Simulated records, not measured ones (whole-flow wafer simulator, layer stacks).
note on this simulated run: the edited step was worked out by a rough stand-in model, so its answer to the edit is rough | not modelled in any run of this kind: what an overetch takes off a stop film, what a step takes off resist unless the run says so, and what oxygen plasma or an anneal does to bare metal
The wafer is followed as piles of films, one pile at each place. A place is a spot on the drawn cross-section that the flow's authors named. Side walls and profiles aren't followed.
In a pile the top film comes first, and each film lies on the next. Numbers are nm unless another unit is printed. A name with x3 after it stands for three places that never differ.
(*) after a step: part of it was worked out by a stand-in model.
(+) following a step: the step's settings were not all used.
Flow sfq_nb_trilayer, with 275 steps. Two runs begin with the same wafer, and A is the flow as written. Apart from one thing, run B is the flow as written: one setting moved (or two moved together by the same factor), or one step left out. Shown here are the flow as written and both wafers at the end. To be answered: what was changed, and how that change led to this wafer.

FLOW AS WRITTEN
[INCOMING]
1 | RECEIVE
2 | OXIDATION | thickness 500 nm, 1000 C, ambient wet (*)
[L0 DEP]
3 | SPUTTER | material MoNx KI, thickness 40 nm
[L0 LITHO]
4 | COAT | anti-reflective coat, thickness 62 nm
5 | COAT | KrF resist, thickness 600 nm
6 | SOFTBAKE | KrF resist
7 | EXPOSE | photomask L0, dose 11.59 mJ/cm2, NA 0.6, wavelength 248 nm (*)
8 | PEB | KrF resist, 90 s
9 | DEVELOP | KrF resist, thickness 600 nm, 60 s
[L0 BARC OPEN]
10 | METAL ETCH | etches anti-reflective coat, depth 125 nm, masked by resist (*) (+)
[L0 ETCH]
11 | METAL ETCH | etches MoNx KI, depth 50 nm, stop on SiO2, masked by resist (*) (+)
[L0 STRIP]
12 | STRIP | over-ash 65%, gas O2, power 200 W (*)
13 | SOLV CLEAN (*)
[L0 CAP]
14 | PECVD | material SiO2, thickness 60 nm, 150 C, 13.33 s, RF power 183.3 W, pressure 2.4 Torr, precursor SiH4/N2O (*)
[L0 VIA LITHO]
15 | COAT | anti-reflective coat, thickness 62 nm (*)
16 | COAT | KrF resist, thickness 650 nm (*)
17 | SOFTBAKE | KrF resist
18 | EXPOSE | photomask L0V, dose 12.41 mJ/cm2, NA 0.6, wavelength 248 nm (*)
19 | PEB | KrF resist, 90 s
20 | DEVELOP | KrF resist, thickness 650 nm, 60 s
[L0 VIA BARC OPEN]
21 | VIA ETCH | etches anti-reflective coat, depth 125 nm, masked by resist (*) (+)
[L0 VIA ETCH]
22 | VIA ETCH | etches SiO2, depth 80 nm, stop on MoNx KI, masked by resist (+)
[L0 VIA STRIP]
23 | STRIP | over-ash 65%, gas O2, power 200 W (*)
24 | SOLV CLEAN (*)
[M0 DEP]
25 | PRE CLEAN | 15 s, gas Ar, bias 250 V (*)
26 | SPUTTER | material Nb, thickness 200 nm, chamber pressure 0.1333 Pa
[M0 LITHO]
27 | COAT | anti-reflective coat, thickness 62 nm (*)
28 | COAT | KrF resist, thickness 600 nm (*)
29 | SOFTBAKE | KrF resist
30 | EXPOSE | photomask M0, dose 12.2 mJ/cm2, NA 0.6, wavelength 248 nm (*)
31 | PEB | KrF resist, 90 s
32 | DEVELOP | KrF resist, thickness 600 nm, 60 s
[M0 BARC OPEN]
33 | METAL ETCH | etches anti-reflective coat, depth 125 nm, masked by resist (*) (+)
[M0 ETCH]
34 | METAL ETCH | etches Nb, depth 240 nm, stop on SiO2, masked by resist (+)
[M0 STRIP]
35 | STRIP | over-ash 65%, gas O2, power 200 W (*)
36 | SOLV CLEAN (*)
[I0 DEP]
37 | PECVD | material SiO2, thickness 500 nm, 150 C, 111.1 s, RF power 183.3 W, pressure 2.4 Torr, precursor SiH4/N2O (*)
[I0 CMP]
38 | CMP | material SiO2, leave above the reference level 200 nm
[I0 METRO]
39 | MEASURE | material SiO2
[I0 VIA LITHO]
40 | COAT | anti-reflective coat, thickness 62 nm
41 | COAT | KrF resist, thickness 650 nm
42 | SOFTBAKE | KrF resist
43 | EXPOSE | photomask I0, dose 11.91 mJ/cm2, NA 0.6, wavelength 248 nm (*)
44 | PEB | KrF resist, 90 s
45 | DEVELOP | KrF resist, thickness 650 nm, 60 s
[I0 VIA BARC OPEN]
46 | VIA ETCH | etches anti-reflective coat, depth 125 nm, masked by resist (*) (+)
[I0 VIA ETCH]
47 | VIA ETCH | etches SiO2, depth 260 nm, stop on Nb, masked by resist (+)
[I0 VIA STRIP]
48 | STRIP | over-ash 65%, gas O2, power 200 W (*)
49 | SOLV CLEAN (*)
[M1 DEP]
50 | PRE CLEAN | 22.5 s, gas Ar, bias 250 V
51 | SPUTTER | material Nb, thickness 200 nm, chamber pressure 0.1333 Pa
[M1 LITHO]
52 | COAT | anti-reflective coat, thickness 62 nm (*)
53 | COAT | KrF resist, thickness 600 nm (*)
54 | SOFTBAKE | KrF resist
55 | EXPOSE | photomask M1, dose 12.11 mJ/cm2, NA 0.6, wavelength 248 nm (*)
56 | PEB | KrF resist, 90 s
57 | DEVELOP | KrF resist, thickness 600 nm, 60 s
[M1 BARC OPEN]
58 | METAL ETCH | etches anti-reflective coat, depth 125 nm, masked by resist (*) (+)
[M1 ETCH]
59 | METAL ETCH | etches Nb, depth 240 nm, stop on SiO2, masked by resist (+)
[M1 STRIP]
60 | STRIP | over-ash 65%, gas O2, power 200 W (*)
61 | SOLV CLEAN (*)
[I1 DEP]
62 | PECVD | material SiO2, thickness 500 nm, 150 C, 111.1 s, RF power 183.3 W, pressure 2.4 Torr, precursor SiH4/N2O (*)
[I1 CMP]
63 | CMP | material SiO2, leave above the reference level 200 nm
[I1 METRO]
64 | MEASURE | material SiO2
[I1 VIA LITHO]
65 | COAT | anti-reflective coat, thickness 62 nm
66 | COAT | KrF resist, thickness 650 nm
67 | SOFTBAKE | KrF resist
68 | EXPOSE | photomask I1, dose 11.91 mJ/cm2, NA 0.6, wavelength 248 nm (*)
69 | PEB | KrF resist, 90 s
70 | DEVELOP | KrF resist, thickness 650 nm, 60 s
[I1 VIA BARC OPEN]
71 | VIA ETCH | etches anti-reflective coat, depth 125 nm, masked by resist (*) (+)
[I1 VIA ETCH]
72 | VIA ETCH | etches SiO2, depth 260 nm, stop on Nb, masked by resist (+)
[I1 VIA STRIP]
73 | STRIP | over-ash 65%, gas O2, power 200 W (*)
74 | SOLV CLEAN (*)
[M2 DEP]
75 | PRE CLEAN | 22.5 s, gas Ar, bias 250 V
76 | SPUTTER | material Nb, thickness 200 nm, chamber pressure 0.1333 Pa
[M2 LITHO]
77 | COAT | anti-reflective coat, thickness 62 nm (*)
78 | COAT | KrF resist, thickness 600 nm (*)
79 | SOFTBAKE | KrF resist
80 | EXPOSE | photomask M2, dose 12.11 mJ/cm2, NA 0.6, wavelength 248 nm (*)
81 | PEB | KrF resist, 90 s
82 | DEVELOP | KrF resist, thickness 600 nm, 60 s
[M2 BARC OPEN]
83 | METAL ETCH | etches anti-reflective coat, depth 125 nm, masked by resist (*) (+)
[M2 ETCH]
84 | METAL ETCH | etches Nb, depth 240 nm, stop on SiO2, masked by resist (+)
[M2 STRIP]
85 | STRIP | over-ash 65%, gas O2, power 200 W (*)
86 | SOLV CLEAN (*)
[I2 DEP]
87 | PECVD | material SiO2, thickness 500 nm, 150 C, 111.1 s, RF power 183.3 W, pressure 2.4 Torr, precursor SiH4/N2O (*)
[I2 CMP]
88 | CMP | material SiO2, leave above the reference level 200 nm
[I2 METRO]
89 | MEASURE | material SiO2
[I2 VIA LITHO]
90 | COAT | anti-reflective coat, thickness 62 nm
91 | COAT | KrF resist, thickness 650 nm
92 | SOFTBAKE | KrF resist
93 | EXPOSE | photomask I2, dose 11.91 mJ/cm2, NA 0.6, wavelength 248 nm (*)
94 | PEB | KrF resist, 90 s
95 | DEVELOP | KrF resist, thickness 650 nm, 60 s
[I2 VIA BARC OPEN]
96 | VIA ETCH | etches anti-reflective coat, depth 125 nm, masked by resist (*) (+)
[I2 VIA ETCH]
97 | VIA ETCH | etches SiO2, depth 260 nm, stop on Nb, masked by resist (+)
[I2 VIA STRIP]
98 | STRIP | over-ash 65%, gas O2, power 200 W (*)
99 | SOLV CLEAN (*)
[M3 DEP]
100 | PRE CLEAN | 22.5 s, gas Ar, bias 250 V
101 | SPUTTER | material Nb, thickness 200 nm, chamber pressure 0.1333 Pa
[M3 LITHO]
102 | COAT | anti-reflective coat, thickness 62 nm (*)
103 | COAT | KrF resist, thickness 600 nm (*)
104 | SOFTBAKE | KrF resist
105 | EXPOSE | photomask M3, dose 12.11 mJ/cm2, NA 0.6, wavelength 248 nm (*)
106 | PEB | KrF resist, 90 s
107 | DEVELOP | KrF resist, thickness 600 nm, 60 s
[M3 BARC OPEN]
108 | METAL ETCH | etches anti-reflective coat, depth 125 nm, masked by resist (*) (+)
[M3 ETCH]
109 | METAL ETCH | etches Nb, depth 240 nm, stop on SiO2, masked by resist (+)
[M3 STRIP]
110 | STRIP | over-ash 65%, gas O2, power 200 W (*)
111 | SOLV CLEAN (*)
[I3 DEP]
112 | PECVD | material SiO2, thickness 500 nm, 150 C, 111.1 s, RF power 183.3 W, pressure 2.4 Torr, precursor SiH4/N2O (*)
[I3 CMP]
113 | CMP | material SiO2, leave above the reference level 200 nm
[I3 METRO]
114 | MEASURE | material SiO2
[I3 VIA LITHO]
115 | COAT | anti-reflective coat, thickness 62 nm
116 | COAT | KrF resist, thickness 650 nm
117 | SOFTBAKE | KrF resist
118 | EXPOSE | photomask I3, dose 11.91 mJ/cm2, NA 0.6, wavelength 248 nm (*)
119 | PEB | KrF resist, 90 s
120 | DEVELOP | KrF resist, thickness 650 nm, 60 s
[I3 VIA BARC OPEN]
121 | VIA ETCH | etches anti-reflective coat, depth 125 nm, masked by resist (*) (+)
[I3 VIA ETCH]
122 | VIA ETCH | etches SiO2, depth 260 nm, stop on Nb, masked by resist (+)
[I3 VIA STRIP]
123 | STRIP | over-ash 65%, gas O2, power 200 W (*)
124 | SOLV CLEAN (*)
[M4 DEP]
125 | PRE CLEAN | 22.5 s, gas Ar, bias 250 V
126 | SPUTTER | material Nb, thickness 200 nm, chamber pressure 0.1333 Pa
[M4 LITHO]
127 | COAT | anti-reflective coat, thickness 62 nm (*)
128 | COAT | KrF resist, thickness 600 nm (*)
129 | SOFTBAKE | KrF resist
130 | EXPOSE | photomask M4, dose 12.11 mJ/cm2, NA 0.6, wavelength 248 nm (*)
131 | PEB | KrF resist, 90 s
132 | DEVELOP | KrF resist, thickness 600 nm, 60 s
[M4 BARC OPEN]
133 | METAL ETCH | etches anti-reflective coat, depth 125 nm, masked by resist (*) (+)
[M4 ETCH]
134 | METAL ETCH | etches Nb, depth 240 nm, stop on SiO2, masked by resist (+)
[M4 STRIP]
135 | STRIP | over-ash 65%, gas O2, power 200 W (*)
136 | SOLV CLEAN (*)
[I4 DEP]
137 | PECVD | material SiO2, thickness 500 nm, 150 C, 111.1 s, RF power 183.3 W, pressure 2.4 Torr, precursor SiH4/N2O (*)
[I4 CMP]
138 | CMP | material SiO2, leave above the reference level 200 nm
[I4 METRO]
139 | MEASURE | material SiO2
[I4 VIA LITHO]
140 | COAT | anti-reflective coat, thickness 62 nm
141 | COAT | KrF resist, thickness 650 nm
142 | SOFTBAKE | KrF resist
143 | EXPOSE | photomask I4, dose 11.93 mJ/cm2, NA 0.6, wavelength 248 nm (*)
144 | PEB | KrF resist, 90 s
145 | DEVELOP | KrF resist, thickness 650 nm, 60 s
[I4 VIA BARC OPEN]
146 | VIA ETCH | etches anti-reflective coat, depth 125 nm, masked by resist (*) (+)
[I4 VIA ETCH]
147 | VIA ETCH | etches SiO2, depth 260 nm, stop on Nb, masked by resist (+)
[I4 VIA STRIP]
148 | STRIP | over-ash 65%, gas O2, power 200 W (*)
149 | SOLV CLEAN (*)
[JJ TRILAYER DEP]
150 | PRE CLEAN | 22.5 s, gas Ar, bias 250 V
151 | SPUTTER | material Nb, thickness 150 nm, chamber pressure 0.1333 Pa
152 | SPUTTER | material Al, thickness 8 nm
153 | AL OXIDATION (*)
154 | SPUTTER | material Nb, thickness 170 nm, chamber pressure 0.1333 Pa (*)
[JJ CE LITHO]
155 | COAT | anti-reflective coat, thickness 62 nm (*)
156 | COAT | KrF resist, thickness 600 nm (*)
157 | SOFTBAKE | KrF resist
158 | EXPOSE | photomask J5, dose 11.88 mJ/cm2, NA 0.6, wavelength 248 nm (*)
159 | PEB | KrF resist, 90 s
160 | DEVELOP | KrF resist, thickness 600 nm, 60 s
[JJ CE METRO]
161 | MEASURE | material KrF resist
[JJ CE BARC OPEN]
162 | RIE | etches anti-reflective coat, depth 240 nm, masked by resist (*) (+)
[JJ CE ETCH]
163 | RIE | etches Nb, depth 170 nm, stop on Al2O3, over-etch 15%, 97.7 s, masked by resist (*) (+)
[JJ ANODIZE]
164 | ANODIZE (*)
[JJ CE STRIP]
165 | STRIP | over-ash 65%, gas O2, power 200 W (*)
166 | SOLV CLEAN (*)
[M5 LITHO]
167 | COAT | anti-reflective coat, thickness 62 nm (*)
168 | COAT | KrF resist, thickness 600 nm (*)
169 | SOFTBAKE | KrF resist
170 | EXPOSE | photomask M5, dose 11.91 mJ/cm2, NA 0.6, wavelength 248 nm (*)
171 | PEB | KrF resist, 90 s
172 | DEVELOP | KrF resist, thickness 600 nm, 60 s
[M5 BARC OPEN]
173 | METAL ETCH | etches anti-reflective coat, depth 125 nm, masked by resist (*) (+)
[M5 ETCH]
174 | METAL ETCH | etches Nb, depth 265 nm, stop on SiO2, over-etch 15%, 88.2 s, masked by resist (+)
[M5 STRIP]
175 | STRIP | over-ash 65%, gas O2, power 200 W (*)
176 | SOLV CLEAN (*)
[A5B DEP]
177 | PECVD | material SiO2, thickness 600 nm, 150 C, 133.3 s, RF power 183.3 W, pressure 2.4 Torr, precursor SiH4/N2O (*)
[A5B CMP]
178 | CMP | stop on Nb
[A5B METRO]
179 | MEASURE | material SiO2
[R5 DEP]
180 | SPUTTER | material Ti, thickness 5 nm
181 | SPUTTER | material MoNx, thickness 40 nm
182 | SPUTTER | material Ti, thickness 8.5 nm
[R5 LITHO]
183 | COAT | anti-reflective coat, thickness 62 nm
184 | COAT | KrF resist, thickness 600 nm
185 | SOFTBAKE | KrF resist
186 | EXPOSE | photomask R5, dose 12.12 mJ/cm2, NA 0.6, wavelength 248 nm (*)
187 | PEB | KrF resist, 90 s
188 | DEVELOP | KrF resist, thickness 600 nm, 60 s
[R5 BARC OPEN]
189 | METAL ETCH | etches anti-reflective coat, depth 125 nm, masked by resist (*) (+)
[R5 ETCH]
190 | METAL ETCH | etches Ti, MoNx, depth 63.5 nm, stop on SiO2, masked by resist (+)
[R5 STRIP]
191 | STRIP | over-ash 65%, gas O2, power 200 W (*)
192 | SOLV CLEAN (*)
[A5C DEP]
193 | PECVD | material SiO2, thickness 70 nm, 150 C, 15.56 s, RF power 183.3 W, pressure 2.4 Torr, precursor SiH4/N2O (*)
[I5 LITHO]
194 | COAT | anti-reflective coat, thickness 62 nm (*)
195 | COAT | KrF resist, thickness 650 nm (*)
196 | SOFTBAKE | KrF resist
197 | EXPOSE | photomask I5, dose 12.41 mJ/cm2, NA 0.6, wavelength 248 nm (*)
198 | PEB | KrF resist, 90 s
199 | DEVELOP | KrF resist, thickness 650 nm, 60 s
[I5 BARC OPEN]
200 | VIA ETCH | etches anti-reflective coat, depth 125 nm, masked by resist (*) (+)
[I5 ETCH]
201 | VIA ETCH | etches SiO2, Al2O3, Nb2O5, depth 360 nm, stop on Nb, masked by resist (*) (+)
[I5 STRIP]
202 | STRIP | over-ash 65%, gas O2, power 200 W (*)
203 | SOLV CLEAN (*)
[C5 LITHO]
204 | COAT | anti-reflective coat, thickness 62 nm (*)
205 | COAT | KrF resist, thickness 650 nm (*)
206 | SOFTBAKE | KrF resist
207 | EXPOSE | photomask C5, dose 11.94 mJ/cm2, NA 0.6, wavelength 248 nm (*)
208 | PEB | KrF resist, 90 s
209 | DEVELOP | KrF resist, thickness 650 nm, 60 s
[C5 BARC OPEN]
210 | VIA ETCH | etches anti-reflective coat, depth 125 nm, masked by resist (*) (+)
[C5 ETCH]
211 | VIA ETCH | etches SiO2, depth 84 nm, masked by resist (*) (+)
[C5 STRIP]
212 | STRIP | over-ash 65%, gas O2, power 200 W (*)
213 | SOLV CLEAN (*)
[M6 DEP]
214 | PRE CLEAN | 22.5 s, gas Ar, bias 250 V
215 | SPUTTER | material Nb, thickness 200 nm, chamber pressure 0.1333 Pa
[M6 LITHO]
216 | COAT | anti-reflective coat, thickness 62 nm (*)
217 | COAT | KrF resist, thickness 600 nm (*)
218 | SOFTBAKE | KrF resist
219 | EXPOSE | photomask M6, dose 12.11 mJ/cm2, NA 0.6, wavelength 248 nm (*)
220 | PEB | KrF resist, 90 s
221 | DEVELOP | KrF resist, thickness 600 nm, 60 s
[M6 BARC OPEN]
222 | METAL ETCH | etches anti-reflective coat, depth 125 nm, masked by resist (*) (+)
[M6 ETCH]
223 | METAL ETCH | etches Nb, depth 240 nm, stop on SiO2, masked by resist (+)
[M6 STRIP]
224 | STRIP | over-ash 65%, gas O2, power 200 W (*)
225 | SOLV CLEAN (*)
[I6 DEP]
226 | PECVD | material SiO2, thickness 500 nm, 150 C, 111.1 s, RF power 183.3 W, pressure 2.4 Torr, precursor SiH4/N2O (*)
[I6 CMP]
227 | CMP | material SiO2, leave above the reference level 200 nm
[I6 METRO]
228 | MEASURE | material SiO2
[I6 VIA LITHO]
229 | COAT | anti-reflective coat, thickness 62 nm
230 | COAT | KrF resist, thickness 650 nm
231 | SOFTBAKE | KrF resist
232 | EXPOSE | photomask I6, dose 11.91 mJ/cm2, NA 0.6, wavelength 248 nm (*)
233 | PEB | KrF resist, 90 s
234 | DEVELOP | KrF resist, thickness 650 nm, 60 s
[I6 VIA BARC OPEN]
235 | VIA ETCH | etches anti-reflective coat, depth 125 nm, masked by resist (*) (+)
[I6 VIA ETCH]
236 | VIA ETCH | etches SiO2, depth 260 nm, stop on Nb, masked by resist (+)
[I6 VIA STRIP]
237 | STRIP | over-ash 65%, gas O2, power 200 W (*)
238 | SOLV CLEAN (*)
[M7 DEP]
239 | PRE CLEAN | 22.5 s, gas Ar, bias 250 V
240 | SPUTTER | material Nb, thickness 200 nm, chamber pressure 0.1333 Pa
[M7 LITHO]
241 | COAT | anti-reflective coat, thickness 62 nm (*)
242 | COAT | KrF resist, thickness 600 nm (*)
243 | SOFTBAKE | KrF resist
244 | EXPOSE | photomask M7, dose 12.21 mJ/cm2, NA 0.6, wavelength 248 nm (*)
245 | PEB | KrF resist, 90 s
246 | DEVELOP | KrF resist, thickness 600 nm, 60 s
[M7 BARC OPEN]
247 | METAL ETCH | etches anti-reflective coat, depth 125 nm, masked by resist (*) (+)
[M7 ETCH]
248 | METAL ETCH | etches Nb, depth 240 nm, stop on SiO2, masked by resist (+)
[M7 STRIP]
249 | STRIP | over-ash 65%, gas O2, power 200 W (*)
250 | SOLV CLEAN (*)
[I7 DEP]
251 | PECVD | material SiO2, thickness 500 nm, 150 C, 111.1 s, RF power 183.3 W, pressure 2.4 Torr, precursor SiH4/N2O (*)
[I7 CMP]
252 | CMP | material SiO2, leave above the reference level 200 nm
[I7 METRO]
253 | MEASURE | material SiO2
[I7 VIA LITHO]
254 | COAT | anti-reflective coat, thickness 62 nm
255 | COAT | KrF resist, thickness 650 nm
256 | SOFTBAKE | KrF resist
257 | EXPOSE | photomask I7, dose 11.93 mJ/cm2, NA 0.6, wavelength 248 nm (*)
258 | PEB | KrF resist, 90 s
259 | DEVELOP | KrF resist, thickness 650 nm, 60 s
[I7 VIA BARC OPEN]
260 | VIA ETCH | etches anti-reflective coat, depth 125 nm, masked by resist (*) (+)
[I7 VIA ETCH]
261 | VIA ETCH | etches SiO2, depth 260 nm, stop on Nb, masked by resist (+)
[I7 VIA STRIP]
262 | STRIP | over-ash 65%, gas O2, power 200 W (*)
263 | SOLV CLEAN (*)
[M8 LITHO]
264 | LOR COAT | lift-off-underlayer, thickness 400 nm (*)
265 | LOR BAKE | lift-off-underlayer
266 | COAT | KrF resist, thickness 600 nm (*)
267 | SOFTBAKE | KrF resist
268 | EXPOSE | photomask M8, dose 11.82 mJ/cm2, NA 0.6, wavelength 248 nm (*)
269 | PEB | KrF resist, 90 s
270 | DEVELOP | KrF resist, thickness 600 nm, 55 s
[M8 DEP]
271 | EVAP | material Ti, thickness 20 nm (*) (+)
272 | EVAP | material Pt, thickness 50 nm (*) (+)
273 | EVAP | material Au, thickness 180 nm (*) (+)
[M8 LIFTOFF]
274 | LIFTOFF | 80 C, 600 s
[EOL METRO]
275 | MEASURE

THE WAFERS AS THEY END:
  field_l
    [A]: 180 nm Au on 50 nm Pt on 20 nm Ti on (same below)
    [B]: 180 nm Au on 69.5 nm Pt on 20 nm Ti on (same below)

What caused this: step 272, EVAP: thickness 69.5 nm was run, though the flow has thickness 50 nm.
One can read it off the wafer: field_l has Pt 69.5, and step 272 as written asks for 50 nm.

Step by step, how the change led to this:
  272 | EVAP | material Pt, thickness 50 nm (*) (+)
      field_l, v_sur, via_wl and 103 more: A Pt gains 50 (new film) | B Pt gains 69.5 (new film)
  274 | LIFTOFF | 80 C, 600 s
      p4_fl, p4_fm, p4_w1 and 71 more: A Au loses 180 (all of it), Pt loses 50 (all of it), Ti loses 20 (all of it), KrF resist loses 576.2 (all of it), lift-off-underlayer loses 400 (all of it) | B Au loses 180 (all of it), Pt loses 69.5 (all of it), Ti loses 20 (all of it), KrF resist loses 576.2 (all of it), lift-off-underlayer loses 400 (all of it)
      c5j, ce_r: A Au loses 180 (all of it), Pt loses 50 (all of it), Ti loses 20 (all of it), KrF resist loses 573.3 (all of it), lift-off-underlayer loses 399.3 (all of it) | B Au loses 180 (all of it), Pt loses 69.5 (all of it), Ti loses 20 (all of it), KrF resist loses 573.3 (all of it), lift-off-underlayer loses 399.3 (all of it)
      (also at 19 further places)
